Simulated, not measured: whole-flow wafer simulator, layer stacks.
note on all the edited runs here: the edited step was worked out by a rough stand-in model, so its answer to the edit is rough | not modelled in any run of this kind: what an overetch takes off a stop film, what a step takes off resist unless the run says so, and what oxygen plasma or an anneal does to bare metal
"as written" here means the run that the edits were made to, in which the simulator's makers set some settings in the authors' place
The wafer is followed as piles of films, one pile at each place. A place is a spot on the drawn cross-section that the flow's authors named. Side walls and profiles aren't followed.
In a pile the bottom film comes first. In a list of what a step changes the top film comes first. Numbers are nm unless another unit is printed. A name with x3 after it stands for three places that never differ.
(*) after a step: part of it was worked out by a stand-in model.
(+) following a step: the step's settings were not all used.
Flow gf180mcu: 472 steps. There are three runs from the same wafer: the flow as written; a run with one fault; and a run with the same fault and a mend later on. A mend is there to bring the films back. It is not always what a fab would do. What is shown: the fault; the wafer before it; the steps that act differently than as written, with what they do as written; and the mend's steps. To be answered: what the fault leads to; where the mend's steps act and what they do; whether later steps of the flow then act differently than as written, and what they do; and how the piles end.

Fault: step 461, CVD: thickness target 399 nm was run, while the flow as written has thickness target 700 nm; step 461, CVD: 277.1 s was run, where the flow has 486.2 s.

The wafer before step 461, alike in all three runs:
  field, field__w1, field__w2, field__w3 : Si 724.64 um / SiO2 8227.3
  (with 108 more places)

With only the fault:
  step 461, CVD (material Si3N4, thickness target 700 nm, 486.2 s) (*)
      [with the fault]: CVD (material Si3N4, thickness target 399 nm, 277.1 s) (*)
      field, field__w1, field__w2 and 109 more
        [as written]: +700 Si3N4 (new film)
        [with the fault]: +399.1 Si3N4 (new film)
  Steps further on in the flow that do not act as written (4 other steps are not shown; they differ only slightly, by no more than 2% or 0.5 nm, whichever is larger):
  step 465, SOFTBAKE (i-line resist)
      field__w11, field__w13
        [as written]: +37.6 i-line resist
        [with the fault]: +36.1 i-line resist
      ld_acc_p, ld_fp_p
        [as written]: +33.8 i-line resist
        [with the fault]: +32.2 i-line resist
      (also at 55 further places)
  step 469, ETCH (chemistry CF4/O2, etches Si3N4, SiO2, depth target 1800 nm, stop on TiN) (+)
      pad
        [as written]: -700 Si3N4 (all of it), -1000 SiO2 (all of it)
        [with the fault]: -399.1 Si3N4 (all of it), -1000 SiO2 (all of it)
  By the end, the piles at field, field__w1, field__w2 and 108 more depart from the flow's by more than 2% or 0.5 nm, whichever is larger.
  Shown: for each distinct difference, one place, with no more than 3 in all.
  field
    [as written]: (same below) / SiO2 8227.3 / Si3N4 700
    [with the fault]: (same below) / SiO2 8227.3 / Si3N4 399.1
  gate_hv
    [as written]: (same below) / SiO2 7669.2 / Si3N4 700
    [with the fault]: (same below) / SiO2 7669.2 / Si3N4 399.1
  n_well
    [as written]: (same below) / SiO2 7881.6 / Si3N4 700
    [with the fault]: (same below) / SiO2 7881.6 / Si3N4 399.1

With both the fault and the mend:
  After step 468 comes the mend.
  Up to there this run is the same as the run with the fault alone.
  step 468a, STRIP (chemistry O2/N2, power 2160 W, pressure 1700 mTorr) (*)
      iso_ptap_pw, iso_ntap_nw, iso_nw_fld and 33 more
        -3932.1 i-line resist (all of it)
      p_well, sti, spacer, sd_n, mim_1p0, dice_street
        -3938.1 i-line resist (all of it)
      field__w2, field__w3, field__w6
        -3984.4 i-line resist (all of it)
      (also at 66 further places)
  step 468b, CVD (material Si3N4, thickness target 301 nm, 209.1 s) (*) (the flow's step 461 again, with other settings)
      field, field__w1, field__w2 and 109 more
        +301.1 Si3N4
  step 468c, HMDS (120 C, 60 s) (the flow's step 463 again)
      alters no film at any place that is followed
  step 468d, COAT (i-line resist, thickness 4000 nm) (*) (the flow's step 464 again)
      iso_ptap_pw, iso_ntap_nw, iso_nw_fld and 33 more
        +4000 i-line resist (new film)
      field__w9, field__w13, sd_p_hv, gate_p_hv, nplus_u, npoly_u
        +4017 i-line resist (new film)
      p_well, sti, spacer, sd_n, mim_1p0, dice_street
        +4006.3 i-line resist (new film)
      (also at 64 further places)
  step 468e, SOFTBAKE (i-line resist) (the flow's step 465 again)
      ld_acc_p, ld_fp_p, ld_drift_p
        +33.8 i-line resist
      field__w2, field_sub__w4
        +33.4 i-line resist
      field__w11, field__w13
        +37.6 i-line resist
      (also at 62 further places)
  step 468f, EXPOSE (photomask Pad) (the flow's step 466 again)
      alters no film at any place that is followed
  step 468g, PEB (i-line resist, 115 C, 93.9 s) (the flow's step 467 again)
      iso_ptap_pw, iso_ntap_nw, iso_nw_fld and 33 more
        -67.9 i-line resist
      field, field__w2, field__w3 and 25 more
        -68.8 i-line resist
      field_sub, field_sub__w1, field_sub__w2 and 23 more
        -68.7 i-line resist
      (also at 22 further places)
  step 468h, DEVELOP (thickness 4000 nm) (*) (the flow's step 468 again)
      field__w5, field__w7, field__w13 and 13 more
        -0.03 i-line resist
      pad
        -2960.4 i-line resist (all of it)
  Every later step of the flow that is run acts as written, at every place that is followed, to within 2% or 0.5 nm, whichever is larger.
  The piles end only slightly different from the flow's at the places that both follow, by no more than 2% or 0.5 nm, whichever is larger.
